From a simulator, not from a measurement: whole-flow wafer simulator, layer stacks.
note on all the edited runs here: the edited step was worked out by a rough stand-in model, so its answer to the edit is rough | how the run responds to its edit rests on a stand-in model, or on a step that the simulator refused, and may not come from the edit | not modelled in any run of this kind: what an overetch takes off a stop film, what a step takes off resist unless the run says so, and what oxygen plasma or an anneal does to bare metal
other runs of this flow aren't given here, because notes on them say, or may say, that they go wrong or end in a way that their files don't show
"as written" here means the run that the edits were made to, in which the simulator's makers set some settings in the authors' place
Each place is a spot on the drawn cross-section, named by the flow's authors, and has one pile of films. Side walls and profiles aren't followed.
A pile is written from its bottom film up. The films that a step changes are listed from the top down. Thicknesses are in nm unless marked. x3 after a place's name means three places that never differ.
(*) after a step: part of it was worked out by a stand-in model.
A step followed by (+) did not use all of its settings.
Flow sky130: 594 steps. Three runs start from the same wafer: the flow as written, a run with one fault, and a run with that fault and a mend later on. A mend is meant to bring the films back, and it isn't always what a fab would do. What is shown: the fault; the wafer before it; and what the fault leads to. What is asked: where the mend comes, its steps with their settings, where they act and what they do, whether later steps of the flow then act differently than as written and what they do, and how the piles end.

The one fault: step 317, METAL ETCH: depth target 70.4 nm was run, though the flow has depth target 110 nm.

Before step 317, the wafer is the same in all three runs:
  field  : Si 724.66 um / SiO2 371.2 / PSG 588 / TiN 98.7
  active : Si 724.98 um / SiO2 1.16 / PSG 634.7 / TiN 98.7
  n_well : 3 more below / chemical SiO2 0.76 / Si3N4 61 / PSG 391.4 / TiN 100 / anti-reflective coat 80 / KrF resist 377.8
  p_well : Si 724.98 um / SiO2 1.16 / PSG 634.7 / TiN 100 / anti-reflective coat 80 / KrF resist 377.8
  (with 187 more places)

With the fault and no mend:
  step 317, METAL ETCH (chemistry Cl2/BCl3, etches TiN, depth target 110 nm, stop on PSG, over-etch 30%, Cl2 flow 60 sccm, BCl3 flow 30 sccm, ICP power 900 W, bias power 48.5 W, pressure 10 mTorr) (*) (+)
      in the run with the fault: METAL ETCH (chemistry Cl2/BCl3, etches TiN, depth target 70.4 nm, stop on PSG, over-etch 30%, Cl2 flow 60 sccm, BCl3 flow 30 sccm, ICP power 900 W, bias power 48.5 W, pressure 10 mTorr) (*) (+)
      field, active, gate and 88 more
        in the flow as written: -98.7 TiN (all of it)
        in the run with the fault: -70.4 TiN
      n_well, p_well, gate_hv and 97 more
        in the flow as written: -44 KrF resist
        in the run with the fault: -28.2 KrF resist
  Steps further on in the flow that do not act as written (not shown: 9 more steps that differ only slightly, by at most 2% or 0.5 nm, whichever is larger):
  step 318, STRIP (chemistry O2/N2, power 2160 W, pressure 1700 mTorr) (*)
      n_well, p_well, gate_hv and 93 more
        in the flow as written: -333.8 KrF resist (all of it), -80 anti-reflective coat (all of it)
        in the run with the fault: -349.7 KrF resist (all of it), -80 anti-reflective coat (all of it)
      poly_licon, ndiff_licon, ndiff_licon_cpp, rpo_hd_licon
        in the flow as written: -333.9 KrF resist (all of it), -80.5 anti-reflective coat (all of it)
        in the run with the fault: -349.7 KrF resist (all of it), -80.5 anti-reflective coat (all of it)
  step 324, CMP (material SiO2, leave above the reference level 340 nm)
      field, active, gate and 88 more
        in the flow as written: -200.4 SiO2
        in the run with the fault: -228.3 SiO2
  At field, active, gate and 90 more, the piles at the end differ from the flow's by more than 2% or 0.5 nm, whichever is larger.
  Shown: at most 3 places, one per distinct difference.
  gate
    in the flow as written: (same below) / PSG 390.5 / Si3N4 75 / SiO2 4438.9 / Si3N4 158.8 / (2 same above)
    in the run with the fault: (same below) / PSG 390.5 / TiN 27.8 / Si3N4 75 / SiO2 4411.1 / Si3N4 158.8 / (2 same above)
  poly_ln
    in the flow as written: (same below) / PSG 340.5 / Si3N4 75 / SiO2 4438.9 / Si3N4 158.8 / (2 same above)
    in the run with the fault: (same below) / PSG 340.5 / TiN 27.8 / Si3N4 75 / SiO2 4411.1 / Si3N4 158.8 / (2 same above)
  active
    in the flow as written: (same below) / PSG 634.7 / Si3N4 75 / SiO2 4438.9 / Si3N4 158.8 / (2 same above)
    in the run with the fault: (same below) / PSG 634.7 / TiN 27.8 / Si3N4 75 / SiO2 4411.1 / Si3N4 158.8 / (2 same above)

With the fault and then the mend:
  After step 317 comes the mend.
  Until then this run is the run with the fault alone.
  step 317a, METAL ETCH (chemistry Cl2/BCl3, etches TiN, depth target 39.6 nm, stop on PSG, over-etch 30%, Cl2 flow 60 sccm, BCl3 flow 30 sccm, ICP power 900 W, bias power 48.5 W, pressure 10 mTorr) (*) (+) (the flow's step 317, run once more with other settings)
      n_well, p_well, gate_hv and 97 more
        -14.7 KrF resist
      field, active, gate and 88 more
        -28.3 TiN (all of it)
  Every later step of the flow that is run acts as written, at every place that is followed, to within 2% or 0.5 nm, whichever is larger.
  By the end, the piles equal the flow's at every place that both follow.
